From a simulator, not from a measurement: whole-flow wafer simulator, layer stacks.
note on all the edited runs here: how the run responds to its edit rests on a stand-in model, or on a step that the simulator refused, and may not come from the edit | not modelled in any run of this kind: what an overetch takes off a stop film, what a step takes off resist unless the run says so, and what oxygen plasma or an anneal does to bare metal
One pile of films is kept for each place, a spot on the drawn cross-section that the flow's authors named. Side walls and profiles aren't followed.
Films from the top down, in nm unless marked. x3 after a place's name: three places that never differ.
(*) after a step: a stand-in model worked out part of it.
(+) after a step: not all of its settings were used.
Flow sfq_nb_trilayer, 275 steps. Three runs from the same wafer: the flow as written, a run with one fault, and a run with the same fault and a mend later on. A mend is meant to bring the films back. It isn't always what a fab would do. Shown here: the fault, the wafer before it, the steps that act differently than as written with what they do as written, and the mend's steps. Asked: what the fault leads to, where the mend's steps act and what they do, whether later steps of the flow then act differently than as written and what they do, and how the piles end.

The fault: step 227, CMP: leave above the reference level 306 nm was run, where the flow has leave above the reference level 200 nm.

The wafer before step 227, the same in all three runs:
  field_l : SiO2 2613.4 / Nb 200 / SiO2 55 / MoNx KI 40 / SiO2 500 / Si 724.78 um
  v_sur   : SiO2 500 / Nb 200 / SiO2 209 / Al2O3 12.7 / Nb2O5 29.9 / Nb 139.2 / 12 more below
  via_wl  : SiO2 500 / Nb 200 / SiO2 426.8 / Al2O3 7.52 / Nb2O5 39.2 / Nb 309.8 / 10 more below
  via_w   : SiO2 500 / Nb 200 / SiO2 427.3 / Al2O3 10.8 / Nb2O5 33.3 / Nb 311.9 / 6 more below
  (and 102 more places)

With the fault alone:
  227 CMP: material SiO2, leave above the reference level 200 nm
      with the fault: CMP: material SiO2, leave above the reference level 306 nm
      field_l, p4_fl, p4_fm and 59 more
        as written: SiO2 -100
        with the fault: nothing
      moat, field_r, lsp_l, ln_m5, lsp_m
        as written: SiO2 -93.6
        with the fault: nothing
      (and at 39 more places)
  Later steps of the flow that act differently than as written (6 more steps differ only slightly, by at most 2% or 0.5 nm, whichever is larger, and aren't shown):
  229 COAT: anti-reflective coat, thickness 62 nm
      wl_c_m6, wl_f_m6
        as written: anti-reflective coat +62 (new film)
        with the fault: anti-reflective coat +60.2 (new film)
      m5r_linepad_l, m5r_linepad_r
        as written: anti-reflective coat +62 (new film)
        with the fault: anti-reflective coat +64.5 (new film)
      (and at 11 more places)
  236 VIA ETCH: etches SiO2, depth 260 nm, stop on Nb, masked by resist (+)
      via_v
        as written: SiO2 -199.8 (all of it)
        with the fault: SiO2 -260
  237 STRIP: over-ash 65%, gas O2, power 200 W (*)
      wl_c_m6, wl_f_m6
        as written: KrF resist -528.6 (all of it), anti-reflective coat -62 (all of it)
        with the fault: KrF resist -526.3 (all of it), anti-reflective coat -60.2 (all of it)
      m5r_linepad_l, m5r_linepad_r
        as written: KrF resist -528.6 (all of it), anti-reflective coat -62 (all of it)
        with the fault: KrF resist -527.8 (all of it), anti-reflective coat -64.5 (all of it)
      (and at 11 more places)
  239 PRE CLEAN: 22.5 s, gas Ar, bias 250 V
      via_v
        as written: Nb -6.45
        with the fault: SiO2 -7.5
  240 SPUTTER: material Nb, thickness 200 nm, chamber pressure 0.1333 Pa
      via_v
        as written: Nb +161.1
        with the fault: Nb +146.9 (new film)
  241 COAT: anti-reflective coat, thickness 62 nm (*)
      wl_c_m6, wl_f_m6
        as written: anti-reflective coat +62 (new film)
        with the fault: anti-reflective coat +60 (new film)
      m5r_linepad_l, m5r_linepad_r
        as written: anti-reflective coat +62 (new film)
        with the fault: anti-reflective coat +64.2 (new film)
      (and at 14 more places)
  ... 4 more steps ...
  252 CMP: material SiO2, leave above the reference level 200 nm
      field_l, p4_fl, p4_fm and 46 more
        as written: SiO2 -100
        with the fault: SiO2 -94
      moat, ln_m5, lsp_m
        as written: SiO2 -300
        with the fault: SiO2 -287.6
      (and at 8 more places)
  At the end the piles differ from the flow's by more than 2% or 0.5 nm, whichever is larger, at field_l, v_sur, via_wl and 103 more.
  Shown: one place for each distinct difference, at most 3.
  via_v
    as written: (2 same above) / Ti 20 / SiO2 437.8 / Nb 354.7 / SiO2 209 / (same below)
    with the fault: (2 same above) / Ti 20 / SiO2 513.3 / Nb 146.9 / SiO2 38.3 / Nb 200 / SiO2 209 / (same below)
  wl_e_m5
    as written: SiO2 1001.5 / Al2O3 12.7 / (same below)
    with the fault: SiO2 1107.5 / Al2O3 12.7 / (same below)
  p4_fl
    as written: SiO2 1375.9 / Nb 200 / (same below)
    with the fault: SiO2 1481.9 / Nb 200 / (same below)

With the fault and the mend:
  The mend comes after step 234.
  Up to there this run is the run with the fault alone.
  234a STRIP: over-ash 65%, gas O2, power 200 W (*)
      p3_s2, p3_l3, p3_s3, p3_l4, p3_s4, p3_l5, p3_s5
        KrF resist -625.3 (all of it), anti-reflective coat -62.1 (all of it)
      p4_fr, m6r_line_l x2, m6r_space_l x2
        KrF resist -625.1 (all of it), anti-reflective coat -62 (all of it)
      p4_g1, p4_w2, p4_g2, p4_w3
        KrF resist -625.2 (all of it), anti-reflective coat -62 (all of it)
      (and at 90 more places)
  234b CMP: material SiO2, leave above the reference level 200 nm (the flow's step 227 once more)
      field_l, p4_fl, p4_fm and 59 more
        SiO2 -100
      v_sur, via_wl, via_w and 33 more
        SiO2 -106
      moat, field_r, lsp_l, ln_m5, lsp_m
        SiO2 -93.6
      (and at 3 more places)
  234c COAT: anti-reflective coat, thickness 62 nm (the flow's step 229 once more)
      field_l, v_sur, via_wl and 103 more
        anti-reflective coat +62 (new film)
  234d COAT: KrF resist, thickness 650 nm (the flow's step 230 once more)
      field_l, v_sur, via_wl and 103 more
        KrF resist +650 (new film)
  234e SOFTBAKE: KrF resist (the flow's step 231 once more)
      changes no film at any place that is followed
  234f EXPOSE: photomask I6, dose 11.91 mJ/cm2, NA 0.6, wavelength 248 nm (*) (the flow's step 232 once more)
      changes no film at any place that is followed
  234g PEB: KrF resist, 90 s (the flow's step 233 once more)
      field_l, v_sur, via_wl and 103 more
        KrF resist -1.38
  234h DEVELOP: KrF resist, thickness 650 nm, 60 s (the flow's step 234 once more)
      field_l, v_sur, via_wl and 102 more
        KrF resist -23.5
      via_v
        KrF resist -648.6 (all of it)
  No later step of the flow acts differently than as written at any place that is followed.
  At the end the piles are the same as the flow's at every place that both follow.
